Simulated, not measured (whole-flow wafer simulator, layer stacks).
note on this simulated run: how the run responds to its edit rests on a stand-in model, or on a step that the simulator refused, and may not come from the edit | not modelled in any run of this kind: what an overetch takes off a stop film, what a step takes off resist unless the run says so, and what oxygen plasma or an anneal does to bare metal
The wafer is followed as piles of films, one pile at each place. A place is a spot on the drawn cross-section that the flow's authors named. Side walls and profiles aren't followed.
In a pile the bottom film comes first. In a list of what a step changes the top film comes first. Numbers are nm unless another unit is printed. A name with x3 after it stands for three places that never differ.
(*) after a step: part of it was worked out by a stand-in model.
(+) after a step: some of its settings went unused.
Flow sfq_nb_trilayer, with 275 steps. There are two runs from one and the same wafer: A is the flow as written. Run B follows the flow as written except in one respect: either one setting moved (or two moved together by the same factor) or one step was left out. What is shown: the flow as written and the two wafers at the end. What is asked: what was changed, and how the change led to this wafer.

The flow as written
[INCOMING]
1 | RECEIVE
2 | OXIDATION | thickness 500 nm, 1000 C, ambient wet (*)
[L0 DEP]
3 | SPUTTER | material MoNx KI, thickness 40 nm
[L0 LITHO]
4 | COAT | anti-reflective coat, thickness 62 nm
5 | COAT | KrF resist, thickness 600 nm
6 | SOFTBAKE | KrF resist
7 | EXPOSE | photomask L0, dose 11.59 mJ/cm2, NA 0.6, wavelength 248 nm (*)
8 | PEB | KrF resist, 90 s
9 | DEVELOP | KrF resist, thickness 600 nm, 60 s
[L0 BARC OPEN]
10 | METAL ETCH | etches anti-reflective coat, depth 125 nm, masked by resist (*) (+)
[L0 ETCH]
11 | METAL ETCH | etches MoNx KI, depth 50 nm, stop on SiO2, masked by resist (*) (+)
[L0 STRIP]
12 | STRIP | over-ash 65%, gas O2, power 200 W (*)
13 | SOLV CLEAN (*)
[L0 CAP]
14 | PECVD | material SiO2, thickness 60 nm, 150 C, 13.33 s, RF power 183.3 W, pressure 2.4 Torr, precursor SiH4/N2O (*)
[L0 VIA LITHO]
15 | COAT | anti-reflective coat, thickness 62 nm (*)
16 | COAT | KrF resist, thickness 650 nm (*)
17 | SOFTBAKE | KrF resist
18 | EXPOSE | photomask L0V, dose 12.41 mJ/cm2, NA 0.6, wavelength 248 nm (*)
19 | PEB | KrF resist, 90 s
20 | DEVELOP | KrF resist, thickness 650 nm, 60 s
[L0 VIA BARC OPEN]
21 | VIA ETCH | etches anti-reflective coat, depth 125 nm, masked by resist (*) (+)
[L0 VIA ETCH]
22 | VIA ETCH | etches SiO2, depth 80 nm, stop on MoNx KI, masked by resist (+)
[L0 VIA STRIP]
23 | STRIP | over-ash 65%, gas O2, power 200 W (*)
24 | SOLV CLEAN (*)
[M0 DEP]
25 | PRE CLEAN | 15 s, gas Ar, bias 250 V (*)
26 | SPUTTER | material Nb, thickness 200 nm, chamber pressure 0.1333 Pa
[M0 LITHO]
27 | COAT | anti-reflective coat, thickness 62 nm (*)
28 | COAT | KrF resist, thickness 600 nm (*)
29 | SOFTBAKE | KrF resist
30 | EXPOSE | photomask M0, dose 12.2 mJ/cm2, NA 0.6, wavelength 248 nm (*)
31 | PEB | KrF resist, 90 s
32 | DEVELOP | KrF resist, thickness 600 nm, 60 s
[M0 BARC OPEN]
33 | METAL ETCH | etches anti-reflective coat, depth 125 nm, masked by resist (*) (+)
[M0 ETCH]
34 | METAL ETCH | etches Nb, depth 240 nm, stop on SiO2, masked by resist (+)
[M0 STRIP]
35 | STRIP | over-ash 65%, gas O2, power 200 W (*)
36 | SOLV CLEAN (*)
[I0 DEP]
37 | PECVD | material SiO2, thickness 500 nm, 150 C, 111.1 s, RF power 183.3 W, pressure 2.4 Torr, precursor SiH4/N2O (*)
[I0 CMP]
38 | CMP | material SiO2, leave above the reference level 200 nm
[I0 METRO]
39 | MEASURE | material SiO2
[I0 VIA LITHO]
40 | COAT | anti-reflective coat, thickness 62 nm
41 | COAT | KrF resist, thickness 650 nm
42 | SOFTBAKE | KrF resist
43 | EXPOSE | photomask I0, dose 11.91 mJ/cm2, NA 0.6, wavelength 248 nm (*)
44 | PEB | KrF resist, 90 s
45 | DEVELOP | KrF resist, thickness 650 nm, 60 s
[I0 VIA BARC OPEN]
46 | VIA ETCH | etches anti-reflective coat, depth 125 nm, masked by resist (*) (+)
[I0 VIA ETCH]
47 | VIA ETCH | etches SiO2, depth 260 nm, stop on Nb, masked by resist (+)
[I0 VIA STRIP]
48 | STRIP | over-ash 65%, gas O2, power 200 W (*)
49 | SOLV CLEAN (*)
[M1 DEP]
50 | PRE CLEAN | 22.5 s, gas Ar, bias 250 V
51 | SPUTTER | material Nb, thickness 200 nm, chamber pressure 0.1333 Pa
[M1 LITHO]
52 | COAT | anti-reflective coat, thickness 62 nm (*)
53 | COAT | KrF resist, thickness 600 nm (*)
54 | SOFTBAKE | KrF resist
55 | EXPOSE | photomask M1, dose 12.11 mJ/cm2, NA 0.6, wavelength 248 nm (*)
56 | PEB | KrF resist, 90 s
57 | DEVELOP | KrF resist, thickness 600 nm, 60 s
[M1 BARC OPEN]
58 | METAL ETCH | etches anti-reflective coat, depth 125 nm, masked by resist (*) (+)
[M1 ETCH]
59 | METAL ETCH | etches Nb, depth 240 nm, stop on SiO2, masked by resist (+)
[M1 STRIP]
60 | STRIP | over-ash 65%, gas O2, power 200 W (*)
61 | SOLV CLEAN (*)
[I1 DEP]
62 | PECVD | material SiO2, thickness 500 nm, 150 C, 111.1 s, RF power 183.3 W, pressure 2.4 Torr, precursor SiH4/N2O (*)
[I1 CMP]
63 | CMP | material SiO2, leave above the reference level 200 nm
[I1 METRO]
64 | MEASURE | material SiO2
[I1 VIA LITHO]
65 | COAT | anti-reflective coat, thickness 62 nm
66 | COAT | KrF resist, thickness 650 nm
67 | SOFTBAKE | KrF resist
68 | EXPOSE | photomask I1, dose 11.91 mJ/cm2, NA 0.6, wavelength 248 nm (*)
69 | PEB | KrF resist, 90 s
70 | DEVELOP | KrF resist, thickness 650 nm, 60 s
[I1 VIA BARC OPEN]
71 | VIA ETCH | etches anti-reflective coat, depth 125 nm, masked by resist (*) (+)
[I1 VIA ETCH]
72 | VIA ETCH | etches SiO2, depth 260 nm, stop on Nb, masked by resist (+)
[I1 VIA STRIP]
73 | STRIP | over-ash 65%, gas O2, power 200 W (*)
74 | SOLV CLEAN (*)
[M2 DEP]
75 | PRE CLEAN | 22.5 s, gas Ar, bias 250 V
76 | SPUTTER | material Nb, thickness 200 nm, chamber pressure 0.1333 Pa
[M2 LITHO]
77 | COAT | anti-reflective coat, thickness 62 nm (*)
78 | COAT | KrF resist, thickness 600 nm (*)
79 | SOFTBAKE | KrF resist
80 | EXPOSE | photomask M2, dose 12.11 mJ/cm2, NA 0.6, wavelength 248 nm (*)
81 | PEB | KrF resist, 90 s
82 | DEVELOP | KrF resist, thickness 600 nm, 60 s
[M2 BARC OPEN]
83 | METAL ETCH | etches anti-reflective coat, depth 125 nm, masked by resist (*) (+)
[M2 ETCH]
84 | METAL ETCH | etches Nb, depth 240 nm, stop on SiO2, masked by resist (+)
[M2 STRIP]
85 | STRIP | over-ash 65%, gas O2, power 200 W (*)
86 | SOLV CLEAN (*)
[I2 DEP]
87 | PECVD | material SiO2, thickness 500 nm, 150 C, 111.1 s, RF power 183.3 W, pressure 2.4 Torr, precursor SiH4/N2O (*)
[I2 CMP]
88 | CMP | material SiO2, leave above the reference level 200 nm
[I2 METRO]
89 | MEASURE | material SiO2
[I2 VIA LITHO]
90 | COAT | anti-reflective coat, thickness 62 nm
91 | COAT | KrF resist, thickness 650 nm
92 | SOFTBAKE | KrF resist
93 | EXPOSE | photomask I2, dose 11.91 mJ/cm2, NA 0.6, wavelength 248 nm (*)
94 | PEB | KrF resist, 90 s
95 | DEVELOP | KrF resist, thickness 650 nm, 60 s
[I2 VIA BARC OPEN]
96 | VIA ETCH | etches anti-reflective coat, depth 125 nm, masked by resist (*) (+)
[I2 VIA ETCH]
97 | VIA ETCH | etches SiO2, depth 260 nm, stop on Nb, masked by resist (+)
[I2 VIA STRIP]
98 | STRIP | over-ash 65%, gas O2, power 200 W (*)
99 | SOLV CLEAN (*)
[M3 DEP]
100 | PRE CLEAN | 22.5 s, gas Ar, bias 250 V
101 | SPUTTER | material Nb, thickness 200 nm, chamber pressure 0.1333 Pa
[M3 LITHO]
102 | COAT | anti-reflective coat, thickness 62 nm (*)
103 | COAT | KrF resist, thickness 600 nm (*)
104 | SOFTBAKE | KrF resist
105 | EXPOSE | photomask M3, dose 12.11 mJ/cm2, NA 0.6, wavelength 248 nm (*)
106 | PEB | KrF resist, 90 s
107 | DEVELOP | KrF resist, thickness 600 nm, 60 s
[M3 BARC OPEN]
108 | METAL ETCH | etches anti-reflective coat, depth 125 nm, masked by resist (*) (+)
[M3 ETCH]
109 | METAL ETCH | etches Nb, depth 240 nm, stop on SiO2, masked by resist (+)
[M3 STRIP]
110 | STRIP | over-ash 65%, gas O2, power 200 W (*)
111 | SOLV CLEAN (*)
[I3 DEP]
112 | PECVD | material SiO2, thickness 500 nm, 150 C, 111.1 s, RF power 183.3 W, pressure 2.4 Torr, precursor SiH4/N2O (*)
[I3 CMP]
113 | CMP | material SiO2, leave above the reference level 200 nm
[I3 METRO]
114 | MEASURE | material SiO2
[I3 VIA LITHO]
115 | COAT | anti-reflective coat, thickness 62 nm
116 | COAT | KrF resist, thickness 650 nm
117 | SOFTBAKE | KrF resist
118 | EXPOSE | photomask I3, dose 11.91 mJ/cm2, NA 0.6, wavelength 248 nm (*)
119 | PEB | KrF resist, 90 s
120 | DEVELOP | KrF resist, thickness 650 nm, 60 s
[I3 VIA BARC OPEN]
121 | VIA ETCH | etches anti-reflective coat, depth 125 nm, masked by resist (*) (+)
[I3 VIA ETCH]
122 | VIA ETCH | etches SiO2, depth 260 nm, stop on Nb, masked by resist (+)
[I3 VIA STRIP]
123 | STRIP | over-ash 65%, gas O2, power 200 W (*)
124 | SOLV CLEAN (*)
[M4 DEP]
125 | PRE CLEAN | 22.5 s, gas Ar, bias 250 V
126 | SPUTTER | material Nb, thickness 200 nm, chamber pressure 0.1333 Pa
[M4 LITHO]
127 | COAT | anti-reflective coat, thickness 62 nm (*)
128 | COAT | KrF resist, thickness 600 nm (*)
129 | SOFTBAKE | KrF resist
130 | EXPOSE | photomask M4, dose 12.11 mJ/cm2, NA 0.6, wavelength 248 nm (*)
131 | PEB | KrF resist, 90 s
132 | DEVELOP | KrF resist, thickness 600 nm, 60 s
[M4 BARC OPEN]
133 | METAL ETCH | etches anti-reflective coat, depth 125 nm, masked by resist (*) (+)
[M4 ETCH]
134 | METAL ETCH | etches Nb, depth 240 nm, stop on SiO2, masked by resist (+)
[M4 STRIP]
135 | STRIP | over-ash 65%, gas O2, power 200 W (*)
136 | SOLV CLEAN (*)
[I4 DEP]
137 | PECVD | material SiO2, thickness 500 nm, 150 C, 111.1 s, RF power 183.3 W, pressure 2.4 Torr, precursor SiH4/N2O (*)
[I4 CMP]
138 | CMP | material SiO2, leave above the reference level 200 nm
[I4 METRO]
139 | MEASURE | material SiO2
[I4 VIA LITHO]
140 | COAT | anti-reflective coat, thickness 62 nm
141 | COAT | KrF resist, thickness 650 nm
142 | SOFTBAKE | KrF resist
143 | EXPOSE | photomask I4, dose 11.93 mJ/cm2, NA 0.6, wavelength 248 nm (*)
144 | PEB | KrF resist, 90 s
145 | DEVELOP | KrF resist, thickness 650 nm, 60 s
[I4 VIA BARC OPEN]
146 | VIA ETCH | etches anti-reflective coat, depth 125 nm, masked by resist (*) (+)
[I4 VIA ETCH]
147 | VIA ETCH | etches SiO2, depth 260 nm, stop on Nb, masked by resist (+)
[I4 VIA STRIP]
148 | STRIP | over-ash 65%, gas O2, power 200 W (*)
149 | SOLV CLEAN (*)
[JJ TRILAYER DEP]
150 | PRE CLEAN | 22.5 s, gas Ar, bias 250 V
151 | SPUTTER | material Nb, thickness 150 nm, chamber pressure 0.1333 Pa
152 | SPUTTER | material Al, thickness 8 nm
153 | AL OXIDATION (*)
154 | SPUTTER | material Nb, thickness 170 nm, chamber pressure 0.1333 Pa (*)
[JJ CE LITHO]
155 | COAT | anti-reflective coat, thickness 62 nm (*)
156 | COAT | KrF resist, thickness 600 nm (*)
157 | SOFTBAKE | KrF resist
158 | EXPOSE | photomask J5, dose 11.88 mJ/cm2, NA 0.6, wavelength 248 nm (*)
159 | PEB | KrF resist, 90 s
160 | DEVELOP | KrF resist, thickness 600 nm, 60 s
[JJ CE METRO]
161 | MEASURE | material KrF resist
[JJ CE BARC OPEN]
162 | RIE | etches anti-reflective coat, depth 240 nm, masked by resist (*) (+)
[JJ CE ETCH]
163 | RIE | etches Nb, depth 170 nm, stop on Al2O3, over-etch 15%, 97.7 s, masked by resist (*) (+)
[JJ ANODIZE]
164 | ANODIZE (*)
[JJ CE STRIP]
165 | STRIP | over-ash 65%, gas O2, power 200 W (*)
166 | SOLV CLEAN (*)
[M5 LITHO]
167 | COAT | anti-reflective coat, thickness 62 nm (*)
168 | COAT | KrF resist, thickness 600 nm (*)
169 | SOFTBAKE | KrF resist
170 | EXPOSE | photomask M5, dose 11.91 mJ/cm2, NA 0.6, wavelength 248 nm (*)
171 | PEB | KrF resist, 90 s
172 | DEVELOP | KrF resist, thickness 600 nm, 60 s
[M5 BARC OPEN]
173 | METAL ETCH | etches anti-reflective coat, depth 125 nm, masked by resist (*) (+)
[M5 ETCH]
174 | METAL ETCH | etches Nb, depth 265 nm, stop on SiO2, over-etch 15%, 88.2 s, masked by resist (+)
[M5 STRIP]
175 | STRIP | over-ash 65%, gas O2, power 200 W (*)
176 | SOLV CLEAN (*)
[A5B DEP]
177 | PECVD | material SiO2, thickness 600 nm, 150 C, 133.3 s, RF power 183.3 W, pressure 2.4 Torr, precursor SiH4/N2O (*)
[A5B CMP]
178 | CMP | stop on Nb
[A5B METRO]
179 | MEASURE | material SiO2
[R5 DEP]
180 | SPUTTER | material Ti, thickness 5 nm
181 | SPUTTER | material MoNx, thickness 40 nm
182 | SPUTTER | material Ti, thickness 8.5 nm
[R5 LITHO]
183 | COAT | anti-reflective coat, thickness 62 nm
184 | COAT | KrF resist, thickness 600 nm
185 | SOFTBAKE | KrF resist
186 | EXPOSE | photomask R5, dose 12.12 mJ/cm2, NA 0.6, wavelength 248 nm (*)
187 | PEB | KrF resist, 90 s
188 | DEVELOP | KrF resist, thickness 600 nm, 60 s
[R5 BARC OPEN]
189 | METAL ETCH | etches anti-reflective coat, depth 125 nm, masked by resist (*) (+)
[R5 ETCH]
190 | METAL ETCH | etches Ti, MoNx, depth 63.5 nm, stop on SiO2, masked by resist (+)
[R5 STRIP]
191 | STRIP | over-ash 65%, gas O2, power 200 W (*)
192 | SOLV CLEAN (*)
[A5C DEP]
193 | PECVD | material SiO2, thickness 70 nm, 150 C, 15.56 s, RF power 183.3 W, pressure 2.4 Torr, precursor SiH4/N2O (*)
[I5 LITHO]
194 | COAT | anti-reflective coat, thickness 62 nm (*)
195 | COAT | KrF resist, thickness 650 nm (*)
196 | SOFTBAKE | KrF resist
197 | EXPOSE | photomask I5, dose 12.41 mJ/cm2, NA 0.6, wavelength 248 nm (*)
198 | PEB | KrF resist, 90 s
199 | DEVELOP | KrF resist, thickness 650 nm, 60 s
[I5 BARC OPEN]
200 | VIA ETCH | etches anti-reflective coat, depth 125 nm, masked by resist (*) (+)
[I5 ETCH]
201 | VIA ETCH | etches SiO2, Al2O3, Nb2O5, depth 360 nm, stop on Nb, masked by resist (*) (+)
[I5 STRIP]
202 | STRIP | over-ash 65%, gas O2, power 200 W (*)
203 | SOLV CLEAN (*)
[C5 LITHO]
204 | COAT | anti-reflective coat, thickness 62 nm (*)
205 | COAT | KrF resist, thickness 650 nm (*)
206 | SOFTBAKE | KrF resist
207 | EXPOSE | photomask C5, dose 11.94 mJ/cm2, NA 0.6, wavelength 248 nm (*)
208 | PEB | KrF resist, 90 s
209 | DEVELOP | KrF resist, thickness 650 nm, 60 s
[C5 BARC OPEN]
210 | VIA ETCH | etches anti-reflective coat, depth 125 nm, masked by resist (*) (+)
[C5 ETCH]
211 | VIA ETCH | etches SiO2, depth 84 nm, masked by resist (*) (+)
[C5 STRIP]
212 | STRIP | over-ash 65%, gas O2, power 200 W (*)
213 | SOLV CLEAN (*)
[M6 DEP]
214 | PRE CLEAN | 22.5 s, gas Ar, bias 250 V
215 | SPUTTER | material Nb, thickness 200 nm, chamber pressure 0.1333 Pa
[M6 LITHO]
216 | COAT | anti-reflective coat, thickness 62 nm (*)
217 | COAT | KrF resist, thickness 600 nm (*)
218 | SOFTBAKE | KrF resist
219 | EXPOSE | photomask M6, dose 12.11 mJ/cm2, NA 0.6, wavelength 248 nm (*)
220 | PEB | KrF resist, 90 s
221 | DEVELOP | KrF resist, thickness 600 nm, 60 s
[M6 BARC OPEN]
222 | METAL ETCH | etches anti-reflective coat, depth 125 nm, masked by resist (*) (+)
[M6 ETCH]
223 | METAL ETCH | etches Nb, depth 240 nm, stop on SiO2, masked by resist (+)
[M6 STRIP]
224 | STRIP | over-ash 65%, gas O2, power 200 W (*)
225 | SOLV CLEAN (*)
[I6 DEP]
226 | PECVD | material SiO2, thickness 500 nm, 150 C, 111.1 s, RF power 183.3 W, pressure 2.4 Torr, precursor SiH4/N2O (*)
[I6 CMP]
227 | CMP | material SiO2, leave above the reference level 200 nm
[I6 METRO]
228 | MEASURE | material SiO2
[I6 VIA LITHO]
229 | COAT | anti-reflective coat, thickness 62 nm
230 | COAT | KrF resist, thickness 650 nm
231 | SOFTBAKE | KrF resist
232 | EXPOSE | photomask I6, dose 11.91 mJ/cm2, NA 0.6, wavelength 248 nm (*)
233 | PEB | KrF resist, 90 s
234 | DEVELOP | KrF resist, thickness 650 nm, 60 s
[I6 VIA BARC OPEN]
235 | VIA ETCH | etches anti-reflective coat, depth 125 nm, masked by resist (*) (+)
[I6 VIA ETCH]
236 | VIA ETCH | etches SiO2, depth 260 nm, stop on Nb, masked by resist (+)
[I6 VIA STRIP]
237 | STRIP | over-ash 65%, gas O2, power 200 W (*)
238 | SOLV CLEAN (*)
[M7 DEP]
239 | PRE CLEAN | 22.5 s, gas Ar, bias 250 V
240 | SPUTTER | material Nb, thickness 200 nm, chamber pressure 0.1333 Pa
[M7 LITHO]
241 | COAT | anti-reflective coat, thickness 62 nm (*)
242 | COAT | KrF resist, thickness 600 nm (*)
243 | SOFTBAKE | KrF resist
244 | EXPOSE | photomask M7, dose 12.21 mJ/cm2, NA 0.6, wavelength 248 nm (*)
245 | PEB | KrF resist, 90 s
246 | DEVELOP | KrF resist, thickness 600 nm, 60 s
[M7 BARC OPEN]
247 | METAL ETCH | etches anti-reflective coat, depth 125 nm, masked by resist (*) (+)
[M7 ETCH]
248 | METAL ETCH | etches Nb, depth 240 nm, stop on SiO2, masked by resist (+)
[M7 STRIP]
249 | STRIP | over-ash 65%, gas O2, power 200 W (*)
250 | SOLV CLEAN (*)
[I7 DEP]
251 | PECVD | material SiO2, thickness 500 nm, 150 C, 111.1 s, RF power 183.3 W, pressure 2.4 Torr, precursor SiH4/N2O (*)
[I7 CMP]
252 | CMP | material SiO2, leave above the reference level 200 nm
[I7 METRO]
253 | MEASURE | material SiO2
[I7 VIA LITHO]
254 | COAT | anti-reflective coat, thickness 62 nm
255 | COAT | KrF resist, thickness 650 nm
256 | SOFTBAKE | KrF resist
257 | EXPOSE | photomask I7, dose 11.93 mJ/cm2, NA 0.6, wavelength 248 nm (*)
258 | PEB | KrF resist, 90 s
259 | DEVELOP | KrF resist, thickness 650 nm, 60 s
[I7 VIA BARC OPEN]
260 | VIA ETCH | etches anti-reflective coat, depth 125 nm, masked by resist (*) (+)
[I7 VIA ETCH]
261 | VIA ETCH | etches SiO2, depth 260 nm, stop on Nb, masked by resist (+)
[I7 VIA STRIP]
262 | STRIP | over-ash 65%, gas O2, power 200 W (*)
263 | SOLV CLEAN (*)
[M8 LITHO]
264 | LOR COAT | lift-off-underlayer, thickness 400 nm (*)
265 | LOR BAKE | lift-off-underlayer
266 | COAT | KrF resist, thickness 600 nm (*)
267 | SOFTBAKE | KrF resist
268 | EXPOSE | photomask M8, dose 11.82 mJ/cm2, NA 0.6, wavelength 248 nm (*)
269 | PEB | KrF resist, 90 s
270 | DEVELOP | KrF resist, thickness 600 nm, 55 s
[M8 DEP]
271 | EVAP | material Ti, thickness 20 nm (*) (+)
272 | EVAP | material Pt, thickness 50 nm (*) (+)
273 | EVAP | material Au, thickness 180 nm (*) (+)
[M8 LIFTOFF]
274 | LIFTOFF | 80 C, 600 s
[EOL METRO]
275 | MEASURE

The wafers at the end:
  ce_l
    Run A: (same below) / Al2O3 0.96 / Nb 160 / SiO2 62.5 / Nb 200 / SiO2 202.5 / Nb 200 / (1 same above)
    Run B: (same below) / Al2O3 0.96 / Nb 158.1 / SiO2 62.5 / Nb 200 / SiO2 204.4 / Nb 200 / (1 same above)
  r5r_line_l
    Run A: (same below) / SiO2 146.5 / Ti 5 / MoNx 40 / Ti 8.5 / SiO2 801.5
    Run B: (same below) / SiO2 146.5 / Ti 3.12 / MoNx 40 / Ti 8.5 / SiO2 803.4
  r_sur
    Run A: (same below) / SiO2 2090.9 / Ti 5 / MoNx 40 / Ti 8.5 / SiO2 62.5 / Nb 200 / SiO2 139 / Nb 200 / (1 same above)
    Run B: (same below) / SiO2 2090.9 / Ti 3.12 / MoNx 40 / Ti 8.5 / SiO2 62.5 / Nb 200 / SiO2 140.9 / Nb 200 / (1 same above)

The reason: step 180, SPUTTER: thickness 3.12 nm was run, whereas the flow has thickness 5 nm.
The wafer lets one read it off: r5r_line_l has Ti 3.12, and step 180 as written asks for 5 nm.

How this came from the change, step by step:
  180 | SPUTTER | material Ti, thickness 5 nm
      field_l, v_sur, via_wl and 103 more: A Ti gains 5 (new film) | B Ti gains 3.12 (new film)
  190 | METAL ETCH | etches Ti, MoNx, depth 63.5 nm, stop on SiO2, masked by resist (+)
      field_l, v_sur, via_wl and 92 more: A Ti loses 8.5 (all of it), MoNx loses 40 (all of it), Ti loses 5 (all of it) | B Ti loses 8.5 (all of it), MoNx loses 40 (all of it), Ti loses 3.12 (all of it)
      ce_l, c5j, ce_r, wl_jj: A Ti loses 8.5 (all of it), MoNx loses 40 (all of it), Ti loses 5 (all of it), Nb loses 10 | B Ti loses 8.5 (all of it), MoNx loses 40 (all of it), Ti loses 3.12 (all of it), Nb loses 11.9
